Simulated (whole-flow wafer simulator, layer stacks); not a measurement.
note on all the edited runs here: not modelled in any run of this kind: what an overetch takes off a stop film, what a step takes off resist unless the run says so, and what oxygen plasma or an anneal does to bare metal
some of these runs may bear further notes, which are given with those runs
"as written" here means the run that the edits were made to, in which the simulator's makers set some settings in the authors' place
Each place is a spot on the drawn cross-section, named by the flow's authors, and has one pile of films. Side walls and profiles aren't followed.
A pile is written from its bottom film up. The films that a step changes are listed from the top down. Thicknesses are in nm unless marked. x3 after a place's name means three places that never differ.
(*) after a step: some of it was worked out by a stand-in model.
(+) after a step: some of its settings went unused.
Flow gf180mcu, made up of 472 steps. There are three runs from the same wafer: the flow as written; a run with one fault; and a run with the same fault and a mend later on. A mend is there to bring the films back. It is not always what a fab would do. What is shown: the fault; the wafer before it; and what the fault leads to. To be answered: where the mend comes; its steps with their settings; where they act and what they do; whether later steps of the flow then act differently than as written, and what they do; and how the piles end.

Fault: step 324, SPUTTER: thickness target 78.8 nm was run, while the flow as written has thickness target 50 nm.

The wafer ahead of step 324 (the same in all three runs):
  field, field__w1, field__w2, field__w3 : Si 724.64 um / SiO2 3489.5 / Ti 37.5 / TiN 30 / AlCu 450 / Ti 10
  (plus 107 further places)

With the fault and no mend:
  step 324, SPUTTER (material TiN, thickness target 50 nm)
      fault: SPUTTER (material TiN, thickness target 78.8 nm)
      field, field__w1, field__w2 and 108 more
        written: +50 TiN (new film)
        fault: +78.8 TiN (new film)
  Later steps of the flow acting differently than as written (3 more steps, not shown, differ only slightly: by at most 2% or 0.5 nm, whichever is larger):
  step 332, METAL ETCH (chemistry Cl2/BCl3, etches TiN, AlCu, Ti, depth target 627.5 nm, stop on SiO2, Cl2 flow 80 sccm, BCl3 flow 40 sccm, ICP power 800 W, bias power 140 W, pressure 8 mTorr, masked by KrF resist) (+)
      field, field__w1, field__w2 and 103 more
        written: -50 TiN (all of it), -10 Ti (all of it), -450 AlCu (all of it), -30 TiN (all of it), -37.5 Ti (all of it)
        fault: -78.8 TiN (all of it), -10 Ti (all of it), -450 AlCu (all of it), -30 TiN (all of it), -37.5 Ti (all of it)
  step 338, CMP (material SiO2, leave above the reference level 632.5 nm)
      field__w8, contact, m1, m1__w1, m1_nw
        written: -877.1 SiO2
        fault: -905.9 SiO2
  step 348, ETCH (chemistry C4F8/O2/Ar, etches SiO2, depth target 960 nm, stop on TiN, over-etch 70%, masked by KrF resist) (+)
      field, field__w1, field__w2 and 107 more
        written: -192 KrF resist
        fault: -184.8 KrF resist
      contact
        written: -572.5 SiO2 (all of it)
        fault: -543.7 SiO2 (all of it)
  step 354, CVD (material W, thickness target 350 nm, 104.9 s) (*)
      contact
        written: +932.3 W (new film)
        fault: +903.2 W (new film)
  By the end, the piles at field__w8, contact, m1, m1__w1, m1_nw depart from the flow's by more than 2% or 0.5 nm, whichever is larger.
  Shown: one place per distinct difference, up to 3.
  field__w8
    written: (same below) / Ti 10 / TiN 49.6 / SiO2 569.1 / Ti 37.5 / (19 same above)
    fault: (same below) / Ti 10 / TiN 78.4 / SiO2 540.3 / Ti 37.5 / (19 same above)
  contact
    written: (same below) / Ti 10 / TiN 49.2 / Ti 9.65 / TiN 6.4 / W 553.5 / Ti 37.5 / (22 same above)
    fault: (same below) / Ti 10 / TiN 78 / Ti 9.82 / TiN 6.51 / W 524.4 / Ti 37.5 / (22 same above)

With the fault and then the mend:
  The mend stands after step 324.
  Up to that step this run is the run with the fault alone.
  step 324a, METAL ETCH (chemistry Cl2/BCl3, etches TiN, AlCu, Ti, depth target 28.8 nm, Cl2 flow 80 sccm, BCl3 flow 40 sccm, ICP power 800 W, bias power 140 W, pressure 8 mTorr) (the flow's step 260 again, with other settings)
      field, field__w1, field__w2 and 108 more
        -28.8 TiN
  Later steps of the flow that are run all act as written at every place that is followed.
  At every place that both follow, the piles at the end match the flow's.
